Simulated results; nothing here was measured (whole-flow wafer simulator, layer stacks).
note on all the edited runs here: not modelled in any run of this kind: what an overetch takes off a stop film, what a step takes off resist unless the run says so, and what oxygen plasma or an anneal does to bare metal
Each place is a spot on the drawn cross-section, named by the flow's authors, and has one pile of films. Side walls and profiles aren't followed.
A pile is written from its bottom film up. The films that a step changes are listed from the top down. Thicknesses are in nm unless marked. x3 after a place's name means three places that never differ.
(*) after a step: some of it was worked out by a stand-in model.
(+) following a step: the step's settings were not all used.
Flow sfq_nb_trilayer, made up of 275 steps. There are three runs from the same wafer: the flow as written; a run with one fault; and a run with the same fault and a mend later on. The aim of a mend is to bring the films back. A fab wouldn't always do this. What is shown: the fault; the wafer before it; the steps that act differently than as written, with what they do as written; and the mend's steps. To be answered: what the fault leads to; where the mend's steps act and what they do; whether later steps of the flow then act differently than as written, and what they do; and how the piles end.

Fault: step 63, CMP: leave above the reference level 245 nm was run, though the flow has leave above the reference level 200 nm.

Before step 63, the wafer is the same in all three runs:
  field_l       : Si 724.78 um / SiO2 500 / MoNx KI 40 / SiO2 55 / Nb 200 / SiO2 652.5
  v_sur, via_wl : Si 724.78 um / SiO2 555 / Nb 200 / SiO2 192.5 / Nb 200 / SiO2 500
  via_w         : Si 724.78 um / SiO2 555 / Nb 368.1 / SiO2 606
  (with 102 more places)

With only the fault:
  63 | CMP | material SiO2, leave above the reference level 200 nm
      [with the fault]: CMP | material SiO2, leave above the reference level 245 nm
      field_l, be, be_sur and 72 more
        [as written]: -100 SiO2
        [with the fault]: -55 SiO2
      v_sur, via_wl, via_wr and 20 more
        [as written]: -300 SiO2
        [with the fault]: -255 SiO2
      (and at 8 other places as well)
  Later steps of the flow acting differently than as written (3 more steps, not shown, differ only slightly: by at most 2% or 0.5 nm, whichever is larger):
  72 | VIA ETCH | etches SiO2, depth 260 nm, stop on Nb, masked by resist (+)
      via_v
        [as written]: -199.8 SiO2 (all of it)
        [with the fault]: -244.8 SiO2 (all of it)
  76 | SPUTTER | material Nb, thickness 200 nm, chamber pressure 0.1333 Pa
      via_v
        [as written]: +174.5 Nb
        [with the fault]: +166.1 Nb
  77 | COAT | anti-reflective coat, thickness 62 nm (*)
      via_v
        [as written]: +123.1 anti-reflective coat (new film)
        [with the fault]: +132.7 anti-reflective coat (new film)
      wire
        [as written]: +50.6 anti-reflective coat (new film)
        [with the fault]: +49.3 anti-reflective coat (new film)
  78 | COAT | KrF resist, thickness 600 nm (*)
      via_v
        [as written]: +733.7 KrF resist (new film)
        [with the fault]: +770.2 KrF resist (new film)
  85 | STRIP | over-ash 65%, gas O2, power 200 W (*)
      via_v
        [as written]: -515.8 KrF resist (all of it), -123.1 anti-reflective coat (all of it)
        [with the fault]: -552.1 KrF resist (all of it), -132.7 anti-reflective coat (all of it)
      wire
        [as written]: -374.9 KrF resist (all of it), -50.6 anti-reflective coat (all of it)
        [with the fault]: -371.7 KrF resist (all of it), -49.3 anti-reflective coat (all of it)
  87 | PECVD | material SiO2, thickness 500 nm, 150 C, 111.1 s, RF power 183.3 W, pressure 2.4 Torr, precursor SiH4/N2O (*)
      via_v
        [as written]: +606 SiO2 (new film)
        [with the fault]: +659.4 SiO2 (new film)
  By the end, the piles at v_sur, via_wl, via_w and 78 more depart from the flow's by more than 2% or 0.5 nm, whichever is larger.
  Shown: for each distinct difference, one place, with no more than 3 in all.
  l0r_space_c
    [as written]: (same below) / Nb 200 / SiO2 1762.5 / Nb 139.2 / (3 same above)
    [with the fault]: (same below) / Nb 200 / SiO2 1807.5 / Nb 139.2 / (3 same above)
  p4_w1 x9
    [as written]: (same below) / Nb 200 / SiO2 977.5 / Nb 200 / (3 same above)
    [with the fault]: (same below) / Nb 200 / SiO2 1022.5 / Nb 200 / (3 same above)
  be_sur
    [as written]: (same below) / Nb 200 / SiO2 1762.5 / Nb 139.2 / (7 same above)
    [with the fault]: (same below) / Nb 200 / SiO2 1807.5 / Nb 139.2 / (7 same above)

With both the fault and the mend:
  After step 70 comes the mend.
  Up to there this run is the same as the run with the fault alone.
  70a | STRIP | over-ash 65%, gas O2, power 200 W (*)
      field_l, v_sur, via_wl and 102 more
        -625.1 KrF resist (all of it), -62 anti-reflective coat (all of it)
      via_v
        -62 anti-reflective coat (all of it)
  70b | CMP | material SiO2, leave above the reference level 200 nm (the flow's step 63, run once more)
      field_l, v_sur, via_wl and 103 more
        -45 SiO2
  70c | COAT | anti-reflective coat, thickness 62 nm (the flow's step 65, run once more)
      field_l, v_sur, via_wl and 103 more
        +62 anti-reflective coat (new film)
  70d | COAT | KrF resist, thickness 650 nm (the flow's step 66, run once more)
      field_l, v_sur, via_wl and 103 more
        +650 KrF resist (new film)
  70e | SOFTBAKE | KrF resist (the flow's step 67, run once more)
      does not change any film at any place that is followed
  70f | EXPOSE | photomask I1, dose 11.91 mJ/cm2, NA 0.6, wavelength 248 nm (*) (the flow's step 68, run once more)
      does not change any film at any place that is followed
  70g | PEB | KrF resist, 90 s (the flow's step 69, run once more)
      field_l, v_sur, via_wl and 103 more
        -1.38 KrF resist
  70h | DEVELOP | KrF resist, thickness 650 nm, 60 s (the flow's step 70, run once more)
      field_l, v_sur, via_wl and 102 more
        -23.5 KrF resist
      via_v
        -648.6 KrF resist (all of it)
  None of the later steps of the flow acts differently than as written at any place that is followed.
  The piles end the same as the flow's at every place that both follow.
